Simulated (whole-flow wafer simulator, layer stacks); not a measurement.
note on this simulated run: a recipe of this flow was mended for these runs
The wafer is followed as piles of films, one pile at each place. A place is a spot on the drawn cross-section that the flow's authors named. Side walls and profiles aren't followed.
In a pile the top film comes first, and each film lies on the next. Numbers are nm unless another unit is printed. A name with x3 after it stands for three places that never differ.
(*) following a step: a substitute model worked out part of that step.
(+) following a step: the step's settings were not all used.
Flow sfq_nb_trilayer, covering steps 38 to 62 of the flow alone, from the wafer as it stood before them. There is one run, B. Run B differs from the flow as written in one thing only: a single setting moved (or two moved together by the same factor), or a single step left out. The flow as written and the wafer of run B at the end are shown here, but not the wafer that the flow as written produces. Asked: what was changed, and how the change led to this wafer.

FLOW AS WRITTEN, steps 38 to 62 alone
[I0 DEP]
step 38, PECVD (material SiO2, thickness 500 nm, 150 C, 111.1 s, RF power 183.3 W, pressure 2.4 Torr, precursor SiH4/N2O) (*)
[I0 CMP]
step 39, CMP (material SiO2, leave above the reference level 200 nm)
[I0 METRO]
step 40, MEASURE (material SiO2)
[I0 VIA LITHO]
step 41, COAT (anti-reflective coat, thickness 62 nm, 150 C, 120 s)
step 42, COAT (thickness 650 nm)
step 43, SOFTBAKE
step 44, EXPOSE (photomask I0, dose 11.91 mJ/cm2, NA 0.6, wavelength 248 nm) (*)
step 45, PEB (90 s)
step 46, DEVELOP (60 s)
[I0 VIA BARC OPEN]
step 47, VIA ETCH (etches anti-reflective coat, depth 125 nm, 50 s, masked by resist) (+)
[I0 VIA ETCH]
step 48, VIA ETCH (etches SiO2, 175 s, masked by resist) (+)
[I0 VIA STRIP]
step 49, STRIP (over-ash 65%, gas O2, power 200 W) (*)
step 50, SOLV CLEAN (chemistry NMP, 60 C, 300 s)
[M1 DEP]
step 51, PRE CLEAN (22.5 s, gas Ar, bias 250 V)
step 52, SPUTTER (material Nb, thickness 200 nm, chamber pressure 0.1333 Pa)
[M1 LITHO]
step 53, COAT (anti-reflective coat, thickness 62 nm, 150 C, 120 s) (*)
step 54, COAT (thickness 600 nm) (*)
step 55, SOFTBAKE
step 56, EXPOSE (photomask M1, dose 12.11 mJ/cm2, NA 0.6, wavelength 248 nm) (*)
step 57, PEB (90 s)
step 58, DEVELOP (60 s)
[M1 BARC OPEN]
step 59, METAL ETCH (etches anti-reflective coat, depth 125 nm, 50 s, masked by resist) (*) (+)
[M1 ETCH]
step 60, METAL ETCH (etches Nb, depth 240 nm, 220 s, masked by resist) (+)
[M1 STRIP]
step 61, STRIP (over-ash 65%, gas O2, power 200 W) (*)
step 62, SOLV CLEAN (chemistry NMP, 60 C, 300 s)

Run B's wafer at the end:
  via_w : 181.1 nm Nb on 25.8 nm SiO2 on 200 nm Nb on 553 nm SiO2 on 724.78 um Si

What caused this: step 48, VIA ETCH: 112 s was run, whereas the flow has 175 s.

How this came from the change, step by step:
  step 48, VIA ETCH (etches SiO2, 175 s, masked by resist) (+)
      via_w: -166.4 SiO2 (it would be, as written: -199.7 SiO2 (all of it), -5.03 Nb)
      field_l, v_sur, via_wl and 102 more: -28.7 KrF-resist-other-grade (it would be, as written: -44.8 KrF-resist-other-grade)
  step 49, STRIP (over-ash 65%, gas O2, power 200 W) (*)
      field_l, v_sur, via_wl and 102 more: -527 KrF-resist-other-grade (all of it), -62 anti-reflective coat (all of it) (it would be, as written: -510.8 KrF-resist-other-grade (all of it), -62 anti-reflective coat (all of it))
  step 51, PRE CLEAN (22.5 s, gas Ar, bias 250 V)
      via_w: -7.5 SiO2 (it would be, as written: -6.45 Nb)
  step 52, SPUTTER (material Nb, thickness 200 nm, chamber pressure 0.1333 Pa)
      via_w: +181.1 Nb (new film) (it would be, as written: +172.8 Nb)
  step 53, COAT (anti-reflective coat, thickness 62 nm, 150 C, 120 s) (*)
      v_sur: +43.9 anti-reflective coat (new film) (it would be, as written: +45.6 anti-reflective coat (new film))
      via_wl: +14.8 anti-reflective coat (new film) (it would be, as written: +16.2 anti-reflective coat (new film))
      (and at 2 other places as well)
  step 54, COAT (thickness 600 nm) (*)
      via_w: +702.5 KrF-resist-other-grade (new film) (it would be, as written: +733.2 KrF-resist-other-grade (new film))
  step 61, STRIP (over-ash 65%, gas O2, power 200 W) (*)
      v_sur: -365.9 KrF-resist-other-grade (all of it), -43.9 anti-reflective coat (all of it) (it would be, as written: -361.9 KrF-resist-other-grade (all of it), -45.6 anti-reflective coat (all of it))
      via_wl: -387.5 KrF-resist-other-grade (all of it), -14.8 anti-reflective coat (all of it) (it would be, as written: -382.3 KrF-resist-other-grade (all of it), -16.2 anti-reflective coat (all of it))
      (and at 2 other places as well)
With metal films that touch counted as one body, via_w has 2 bodies (between them, from the top down: SiO2 25.8); the flow as written gives 1 body.
